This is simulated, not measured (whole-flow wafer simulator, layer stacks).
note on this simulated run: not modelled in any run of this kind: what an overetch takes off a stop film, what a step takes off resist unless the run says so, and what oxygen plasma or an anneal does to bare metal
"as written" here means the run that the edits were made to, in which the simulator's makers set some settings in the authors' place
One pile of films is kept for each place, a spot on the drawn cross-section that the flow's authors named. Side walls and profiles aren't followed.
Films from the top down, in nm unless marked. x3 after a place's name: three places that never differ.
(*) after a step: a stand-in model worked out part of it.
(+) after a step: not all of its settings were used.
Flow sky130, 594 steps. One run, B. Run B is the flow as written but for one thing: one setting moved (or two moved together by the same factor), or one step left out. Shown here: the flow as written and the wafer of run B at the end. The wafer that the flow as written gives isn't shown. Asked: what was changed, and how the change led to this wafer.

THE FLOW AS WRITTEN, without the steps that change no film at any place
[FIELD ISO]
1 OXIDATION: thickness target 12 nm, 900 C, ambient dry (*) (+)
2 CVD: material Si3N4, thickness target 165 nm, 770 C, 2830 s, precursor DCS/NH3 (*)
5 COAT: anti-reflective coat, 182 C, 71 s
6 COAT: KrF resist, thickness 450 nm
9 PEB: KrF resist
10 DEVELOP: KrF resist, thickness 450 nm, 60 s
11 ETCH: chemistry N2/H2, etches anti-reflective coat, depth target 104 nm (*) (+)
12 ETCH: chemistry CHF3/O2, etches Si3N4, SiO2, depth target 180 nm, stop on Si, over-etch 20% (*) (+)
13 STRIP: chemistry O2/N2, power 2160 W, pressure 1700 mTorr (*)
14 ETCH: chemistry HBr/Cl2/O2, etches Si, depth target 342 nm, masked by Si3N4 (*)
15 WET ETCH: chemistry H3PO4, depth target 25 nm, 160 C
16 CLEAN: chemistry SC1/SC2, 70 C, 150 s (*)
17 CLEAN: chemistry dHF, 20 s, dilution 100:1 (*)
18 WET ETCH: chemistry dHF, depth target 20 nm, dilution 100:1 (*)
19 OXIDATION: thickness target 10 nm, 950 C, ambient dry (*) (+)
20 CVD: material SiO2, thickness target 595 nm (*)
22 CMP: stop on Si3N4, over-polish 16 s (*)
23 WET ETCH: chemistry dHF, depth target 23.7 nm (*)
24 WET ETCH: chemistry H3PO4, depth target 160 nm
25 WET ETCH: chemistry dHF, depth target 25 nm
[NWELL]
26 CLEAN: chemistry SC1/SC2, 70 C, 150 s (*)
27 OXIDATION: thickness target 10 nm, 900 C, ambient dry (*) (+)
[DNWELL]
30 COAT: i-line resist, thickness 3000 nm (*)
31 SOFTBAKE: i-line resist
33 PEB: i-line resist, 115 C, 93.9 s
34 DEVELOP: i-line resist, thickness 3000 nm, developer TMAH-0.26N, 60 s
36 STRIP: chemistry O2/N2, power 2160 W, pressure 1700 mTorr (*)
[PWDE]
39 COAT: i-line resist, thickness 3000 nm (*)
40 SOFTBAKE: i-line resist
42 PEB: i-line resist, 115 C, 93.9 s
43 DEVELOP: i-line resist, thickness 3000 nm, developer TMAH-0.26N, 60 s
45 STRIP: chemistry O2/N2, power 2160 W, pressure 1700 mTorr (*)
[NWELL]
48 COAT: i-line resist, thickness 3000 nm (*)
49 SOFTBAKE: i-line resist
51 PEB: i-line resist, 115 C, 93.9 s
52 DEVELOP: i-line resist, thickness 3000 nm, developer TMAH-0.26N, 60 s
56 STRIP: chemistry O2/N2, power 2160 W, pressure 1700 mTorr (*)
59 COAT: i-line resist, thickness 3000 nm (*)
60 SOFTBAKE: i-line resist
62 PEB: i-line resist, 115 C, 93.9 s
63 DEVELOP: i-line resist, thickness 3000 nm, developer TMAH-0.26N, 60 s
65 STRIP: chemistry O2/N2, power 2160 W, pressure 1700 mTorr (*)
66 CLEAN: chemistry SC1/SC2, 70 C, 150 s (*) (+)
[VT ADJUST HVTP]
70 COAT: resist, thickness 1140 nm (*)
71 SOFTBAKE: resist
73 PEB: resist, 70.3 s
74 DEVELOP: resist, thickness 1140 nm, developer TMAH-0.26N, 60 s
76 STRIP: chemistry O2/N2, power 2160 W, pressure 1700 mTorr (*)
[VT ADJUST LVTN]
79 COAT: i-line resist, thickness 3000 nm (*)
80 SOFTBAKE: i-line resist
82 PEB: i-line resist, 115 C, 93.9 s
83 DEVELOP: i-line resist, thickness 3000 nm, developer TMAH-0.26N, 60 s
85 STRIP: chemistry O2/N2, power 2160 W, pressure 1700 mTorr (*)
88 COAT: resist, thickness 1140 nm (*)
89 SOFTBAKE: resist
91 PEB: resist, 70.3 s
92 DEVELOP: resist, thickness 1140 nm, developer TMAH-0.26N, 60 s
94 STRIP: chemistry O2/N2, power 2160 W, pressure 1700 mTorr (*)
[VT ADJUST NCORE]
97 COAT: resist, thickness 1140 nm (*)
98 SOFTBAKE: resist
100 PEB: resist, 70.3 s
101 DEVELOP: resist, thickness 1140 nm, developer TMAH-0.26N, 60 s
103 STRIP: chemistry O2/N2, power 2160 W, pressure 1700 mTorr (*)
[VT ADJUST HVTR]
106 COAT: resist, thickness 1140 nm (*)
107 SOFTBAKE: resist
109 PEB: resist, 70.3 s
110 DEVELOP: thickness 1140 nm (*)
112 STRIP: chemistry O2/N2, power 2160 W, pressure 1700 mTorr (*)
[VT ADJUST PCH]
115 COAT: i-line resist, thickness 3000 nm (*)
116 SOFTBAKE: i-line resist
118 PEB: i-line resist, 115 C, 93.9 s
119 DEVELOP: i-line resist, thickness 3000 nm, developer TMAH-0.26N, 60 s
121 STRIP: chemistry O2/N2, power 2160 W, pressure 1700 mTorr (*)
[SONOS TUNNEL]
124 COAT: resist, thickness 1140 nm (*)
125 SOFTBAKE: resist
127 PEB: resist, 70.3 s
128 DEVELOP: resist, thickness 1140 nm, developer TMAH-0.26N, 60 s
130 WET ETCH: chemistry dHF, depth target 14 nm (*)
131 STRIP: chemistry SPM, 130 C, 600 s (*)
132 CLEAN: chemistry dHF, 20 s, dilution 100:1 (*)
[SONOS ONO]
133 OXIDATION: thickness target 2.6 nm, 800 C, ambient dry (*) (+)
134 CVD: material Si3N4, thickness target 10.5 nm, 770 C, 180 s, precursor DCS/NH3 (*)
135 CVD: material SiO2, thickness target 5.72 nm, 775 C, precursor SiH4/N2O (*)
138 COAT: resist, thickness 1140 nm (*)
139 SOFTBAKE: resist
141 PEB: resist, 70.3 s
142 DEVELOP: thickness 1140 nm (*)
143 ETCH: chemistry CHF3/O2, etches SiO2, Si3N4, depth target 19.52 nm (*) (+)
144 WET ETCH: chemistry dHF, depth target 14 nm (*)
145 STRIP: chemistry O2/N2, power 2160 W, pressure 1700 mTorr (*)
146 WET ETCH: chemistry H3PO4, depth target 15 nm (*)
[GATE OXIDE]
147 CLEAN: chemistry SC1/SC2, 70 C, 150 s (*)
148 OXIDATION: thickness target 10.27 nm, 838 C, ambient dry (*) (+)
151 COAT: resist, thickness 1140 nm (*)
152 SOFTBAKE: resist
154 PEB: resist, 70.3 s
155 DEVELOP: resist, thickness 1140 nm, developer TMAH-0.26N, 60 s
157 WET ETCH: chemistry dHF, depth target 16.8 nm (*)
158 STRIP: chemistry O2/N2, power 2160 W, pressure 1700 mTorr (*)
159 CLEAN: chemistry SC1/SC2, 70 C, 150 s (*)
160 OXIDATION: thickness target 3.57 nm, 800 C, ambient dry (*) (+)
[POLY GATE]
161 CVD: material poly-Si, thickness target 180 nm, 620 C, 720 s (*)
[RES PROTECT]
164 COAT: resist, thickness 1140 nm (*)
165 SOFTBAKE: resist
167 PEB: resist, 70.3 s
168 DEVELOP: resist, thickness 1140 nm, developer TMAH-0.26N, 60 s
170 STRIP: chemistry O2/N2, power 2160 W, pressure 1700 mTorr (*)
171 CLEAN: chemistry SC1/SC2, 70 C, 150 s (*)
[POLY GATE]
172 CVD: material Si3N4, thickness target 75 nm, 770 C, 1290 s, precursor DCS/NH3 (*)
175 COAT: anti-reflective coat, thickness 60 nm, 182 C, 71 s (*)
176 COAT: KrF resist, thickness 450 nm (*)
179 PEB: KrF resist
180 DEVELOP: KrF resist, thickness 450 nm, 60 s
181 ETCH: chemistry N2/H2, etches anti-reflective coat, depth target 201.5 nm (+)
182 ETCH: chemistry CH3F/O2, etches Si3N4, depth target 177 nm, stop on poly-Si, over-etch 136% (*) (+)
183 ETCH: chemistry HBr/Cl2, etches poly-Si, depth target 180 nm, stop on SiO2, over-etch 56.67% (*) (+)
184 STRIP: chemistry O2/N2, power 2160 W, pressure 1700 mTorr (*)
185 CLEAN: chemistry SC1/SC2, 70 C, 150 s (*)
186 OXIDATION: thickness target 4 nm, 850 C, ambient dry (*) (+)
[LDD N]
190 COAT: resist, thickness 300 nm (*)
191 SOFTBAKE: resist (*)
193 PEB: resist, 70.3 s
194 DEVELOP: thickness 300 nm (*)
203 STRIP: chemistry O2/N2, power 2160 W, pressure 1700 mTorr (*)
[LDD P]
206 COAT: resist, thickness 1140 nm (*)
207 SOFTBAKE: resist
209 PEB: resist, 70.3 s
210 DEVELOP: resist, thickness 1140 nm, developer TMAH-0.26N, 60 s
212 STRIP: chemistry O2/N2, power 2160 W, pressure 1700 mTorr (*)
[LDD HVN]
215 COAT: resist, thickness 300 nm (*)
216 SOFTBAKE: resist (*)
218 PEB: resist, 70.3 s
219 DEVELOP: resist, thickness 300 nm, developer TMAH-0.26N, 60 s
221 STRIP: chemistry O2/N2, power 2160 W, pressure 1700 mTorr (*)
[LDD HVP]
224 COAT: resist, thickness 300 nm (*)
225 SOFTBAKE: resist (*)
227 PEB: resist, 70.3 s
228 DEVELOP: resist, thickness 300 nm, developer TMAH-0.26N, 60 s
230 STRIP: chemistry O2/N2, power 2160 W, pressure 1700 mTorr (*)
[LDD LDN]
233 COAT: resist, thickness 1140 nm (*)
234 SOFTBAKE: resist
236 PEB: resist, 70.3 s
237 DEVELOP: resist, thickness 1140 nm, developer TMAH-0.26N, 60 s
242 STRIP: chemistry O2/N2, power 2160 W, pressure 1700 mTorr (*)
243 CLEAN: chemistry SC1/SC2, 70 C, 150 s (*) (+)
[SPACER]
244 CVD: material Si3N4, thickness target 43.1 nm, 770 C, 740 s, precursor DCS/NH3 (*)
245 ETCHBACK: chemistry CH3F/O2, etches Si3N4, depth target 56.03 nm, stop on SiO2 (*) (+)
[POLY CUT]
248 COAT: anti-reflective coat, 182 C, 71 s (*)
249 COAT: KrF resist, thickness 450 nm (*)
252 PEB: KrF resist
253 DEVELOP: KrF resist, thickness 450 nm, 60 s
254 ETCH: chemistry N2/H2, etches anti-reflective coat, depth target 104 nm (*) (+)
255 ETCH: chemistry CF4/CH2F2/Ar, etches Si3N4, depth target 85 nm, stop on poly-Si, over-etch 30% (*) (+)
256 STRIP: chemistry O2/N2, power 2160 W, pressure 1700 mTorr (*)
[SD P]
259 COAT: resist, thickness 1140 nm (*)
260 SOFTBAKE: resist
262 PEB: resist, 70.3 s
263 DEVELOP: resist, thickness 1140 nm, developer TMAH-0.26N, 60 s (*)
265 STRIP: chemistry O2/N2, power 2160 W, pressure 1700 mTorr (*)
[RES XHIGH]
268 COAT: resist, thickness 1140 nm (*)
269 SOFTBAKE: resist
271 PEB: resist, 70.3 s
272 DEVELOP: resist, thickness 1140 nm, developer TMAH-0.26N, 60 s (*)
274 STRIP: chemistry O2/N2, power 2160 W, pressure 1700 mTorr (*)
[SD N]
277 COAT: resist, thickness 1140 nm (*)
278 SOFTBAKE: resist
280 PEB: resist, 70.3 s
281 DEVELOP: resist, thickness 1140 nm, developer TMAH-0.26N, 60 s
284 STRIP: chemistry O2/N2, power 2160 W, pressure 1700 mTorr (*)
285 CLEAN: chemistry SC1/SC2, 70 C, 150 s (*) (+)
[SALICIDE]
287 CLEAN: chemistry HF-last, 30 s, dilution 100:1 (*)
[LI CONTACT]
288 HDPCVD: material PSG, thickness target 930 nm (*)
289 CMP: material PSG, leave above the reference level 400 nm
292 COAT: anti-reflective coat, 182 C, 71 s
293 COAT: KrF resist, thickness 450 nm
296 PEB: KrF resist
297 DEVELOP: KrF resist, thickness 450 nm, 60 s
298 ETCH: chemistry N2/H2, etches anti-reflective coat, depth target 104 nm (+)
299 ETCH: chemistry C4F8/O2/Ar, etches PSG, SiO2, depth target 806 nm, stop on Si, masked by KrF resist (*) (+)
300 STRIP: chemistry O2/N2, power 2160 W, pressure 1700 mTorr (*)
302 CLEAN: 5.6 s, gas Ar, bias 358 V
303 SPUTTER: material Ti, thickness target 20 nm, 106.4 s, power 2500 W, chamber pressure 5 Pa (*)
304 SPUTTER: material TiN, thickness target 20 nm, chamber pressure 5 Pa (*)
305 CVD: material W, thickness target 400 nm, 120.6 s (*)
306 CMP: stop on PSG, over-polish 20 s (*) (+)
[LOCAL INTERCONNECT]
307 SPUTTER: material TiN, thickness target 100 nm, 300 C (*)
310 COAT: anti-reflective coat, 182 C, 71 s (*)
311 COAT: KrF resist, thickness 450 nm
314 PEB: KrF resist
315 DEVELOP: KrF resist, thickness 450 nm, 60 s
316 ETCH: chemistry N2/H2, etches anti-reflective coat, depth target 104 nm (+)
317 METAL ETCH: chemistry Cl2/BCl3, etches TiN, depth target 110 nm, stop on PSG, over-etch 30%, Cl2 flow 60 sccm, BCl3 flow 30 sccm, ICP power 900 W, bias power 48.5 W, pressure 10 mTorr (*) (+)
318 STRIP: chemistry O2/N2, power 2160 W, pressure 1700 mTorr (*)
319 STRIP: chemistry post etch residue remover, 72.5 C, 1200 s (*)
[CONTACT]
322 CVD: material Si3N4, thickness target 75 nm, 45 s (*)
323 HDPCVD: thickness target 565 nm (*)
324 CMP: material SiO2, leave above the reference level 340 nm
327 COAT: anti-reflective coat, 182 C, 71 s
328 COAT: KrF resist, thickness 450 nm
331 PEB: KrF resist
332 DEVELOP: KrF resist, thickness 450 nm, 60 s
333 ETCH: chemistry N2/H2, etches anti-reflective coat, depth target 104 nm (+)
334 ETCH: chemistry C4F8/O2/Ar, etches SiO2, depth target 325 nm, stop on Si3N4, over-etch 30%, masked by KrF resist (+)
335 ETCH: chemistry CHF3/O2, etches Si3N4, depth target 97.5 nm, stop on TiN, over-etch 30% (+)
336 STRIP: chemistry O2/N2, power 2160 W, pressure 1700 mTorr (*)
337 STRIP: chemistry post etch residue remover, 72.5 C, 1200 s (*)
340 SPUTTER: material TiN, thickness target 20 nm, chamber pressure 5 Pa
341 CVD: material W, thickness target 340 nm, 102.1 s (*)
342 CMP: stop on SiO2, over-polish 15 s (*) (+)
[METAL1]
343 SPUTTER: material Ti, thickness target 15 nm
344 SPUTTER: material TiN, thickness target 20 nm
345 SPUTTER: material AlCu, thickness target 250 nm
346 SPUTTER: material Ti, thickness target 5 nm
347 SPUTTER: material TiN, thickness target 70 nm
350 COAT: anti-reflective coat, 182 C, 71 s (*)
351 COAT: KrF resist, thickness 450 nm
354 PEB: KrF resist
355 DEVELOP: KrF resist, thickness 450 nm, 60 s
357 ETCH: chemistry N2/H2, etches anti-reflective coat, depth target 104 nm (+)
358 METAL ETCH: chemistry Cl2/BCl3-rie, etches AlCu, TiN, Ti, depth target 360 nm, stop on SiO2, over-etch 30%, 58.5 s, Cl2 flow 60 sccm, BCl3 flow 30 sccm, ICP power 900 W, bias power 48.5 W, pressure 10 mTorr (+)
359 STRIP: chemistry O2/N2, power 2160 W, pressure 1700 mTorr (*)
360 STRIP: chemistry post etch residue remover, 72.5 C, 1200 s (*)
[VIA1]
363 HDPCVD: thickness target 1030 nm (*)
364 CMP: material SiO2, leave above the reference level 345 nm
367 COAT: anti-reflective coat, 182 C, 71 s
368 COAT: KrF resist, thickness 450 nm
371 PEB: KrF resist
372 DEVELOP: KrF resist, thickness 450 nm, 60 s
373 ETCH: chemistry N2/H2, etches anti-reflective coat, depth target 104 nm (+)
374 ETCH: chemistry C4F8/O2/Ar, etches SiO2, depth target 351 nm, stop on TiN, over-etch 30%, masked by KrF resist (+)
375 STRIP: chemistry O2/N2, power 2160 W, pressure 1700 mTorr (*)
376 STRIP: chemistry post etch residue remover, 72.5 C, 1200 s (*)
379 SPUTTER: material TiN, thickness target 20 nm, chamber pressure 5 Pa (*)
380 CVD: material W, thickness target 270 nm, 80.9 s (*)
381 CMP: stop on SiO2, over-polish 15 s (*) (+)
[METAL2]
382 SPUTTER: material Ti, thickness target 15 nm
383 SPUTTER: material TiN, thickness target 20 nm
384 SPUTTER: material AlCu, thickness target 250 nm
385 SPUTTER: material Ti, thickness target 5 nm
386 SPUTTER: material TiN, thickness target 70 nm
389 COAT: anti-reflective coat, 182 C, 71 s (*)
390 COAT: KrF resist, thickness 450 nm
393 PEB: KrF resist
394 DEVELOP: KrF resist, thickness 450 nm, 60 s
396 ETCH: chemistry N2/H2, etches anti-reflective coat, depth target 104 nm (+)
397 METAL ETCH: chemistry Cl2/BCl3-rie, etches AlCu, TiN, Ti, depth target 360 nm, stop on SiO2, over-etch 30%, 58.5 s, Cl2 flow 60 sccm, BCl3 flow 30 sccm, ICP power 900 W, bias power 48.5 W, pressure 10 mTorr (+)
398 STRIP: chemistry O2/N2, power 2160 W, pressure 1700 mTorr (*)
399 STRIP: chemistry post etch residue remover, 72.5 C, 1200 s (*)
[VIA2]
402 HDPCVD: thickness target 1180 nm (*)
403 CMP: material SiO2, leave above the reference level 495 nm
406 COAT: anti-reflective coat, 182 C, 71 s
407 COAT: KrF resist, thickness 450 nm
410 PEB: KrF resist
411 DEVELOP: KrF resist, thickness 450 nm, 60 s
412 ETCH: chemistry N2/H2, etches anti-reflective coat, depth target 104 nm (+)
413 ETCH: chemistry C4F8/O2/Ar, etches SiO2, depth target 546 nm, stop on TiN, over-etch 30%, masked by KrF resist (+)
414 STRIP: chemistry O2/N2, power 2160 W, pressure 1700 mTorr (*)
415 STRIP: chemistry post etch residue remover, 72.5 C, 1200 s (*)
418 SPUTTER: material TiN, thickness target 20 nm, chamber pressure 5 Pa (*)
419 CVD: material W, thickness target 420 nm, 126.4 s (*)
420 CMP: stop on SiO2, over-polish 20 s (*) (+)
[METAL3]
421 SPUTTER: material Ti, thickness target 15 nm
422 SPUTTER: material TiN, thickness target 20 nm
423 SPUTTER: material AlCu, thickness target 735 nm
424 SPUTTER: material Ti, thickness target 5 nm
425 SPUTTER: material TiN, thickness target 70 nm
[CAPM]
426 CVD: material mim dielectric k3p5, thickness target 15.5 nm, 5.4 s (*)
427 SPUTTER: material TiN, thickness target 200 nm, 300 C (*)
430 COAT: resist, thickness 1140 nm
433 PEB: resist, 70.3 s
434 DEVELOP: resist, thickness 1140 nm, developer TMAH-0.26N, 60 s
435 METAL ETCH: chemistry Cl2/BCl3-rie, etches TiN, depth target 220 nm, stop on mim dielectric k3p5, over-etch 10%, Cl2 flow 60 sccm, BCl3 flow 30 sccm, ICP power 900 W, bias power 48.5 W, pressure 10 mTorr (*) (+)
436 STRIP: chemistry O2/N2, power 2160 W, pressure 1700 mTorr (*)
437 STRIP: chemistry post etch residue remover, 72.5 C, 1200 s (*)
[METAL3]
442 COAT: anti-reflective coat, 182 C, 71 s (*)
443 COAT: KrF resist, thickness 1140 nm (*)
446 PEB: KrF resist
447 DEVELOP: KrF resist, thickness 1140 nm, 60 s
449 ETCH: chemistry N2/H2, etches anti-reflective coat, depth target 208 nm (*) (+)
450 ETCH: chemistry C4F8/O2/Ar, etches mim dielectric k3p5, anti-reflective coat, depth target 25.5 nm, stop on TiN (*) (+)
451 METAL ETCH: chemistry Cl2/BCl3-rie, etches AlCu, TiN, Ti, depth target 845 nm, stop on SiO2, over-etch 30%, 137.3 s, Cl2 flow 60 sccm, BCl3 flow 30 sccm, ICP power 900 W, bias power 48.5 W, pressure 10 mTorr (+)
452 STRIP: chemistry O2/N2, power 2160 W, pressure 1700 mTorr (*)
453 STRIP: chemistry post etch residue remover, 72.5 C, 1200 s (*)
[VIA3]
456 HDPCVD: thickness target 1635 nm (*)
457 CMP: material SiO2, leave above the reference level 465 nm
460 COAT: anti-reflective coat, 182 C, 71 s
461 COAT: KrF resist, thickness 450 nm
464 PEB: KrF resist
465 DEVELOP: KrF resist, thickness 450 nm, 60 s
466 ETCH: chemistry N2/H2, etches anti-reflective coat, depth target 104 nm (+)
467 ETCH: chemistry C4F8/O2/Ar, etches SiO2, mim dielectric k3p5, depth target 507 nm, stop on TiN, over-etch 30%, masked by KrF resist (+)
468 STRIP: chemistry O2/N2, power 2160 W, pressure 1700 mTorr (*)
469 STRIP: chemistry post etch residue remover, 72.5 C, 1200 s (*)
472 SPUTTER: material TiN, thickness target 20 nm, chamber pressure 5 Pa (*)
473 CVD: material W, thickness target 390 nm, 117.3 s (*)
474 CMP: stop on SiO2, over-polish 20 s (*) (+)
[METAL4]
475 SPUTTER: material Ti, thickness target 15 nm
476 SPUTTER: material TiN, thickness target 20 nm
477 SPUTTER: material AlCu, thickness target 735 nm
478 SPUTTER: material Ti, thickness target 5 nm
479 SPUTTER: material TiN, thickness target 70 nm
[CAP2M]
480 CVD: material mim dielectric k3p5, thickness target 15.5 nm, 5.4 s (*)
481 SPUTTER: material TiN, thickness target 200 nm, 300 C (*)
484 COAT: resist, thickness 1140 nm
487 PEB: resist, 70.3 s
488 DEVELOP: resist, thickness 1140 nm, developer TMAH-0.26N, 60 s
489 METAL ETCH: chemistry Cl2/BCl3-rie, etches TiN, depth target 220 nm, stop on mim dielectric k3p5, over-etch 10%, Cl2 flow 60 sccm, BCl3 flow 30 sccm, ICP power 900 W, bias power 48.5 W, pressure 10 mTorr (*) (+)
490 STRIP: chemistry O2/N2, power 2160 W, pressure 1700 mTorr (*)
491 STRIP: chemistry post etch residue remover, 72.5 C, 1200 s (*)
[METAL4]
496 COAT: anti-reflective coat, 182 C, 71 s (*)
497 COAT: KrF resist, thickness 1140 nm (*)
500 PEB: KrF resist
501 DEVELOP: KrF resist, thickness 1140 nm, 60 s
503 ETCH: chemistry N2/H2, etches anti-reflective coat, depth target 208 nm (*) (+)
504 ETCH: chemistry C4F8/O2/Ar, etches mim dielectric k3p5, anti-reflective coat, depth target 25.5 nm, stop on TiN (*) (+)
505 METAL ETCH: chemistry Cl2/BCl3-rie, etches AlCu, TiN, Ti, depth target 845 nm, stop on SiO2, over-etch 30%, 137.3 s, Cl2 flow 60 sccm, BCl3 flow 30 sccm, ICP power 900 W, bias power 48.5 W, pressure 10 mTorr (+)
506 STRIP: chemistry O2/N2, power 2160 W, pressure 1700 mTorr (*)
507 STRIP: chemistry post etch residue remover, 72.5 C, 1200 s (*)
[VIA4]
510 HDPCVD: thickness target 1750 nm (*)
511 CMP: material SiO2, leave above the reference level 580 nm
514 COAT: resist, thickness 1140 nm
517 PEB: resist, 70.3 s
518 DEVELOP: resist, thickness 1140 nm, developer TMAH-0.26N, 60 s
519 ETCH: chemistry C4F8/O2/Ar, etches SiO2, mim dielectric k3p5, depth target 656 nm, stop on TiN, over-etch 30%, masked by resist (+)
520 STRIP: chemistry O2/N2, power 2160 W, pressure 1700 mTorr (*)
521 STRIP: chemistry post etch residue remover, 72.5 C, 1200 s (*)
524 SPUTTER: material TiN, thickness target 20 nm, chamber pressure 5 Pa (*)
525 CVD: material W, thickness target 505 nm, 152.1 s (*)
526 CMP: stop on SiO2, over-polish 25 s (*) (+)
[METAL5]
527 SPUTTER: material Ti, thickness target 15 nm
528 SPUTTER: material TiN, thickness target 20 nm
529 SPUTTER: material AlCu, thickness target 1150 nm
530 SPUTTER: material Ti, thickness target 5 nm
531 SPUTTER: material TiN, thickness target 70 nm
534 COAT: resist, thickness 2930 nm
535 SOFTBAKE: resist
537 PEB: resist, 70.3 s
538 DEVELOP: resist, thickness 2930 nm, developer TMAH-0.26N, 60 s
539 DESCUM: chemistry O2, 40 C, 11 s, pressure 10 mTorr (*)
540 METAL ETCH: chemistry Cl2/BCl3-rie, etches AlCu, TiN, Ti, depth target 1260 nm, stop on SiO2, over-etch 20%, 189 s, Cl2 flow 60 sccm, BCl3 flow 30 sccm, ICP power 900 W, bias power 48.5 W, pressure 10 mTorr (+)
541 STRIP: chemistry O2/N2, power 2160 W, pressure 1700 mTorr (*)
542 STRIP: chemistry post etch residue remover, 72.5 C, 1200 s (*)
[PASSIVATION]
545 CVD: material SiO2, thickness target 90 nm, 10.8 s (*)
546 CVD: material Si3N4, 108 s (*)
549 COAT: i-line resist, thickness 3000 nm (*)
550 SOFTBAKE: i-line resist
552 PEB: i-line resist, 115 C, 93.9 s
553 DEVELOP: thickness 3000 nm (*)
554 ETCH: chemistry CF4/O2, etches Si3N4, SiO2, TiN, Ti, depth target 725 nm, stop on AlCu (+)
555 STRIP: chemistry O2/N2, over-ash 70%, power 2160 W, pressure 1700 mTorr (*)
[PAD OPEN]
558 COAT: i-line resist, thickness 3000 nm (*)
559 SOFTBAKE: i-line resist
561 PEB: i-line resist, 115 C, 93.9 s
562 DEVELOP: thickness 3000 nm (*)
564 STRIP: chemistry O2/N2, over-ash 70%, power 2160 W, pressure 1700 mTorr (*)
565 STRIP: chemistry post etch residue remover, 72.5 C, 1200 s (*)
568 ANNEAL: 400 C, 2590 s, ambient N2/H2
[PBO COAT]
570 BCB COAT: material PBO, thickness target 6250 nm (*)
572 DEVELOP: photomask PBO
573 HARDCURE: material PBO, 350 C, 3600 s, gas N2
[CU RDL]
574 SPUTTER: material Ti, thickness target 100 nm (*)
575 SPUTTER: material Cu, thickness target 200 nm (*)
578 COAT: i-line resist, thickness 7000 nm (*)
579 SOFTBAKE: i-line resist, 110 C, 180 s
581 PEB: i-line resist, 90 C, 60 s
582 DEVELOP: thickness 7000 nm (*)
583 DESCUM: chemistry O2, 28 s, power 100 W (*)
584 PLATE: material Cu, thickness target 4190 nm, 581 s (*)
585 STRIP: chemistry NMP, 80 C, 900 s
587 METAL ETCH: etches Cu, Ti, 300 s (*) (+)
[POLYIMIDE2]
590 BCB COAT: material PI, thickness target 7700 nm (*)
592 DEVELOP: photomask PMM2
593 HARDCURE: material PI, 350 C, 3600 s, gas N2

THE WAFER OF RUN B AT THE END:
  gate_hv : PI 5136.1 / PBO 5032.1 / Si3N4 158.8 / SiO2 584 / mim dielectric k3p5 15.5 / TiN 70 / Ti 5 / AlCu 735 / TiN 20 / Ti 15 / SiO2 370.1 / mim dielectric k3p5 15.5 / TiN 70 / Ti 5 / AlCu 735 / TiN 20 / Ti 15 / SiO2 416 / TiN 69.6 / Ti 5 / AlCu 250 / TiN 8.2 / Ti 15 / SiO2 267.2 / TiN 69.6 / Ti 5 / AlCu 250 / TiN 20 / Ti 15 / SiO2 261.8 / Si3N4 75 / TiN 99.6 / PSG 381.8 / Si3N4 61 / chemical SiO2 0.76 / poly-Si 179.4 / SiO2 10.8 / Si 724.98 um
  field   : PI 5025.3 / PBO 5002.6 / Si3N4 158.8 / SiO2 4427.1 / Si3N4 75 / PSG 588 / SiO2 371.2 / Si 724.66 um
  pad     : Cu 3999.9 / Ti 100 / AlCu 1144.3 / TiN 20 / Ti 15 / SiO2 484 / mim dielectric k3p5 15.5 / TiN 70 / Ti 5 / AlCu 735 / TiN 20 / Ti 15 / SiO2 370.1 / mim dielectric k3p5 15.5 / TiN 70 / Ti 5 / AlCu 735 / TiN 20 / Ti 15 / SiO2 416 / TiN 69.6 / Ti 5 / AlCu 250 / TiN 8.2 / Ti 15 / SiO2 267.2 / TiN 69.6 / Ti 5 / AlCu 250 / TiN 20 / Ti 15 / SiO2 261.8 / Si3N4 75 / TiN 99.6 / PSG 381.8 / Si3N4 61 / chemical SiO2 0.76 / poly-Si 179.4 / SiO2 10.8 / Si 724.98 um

The cause: step 383, SPUTTER: thickness target 8.2 nm was run, where the flow has thickness target 20 nm.
It can be read off the wafer: gate_hv has TiN 8.2, and step 383 as written asks for 20 nm.

How the change led to this, step by step:
  383 SPUTTER: material TiN, thickness target 20 nm
      field, active, n_well and 188 more: TiN +8.2 (new film) (as written it would be: TiN +20 (new film))
  397 METAL ETCH: chemistry Cl2/BCl3-rie, etches AlCu, TiN, Ti, depth target 360 nm, stop on SiO2, over-etch 30%, 58.5 s, Cl2 flow 60 sccm, BCl3 flow 30 sccm, ICP power 900 W, bias power 48.5 W, pressure 10 mTorr (+)
      field, active, gate and 82 more: TiN -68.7 (all of it), Ti -5 (all of it), AlCu -250 (all of it), TiN -8.2 (all of it), Ti -15 (all of it), SiO2 -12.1 (as written it would be: TiN -68.7 (all of it), Ti -5 (all of it), AlCu -250 (all of it), TiN -20 (all of it), Ti -15 (all of it), SiO2 -10.9)
  403 CMP: material SiO2, leave above the reference level 495 nm
      field, active, gate and 82 more: SiO2 -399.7 (as written it would be: SiO2 -389.1)
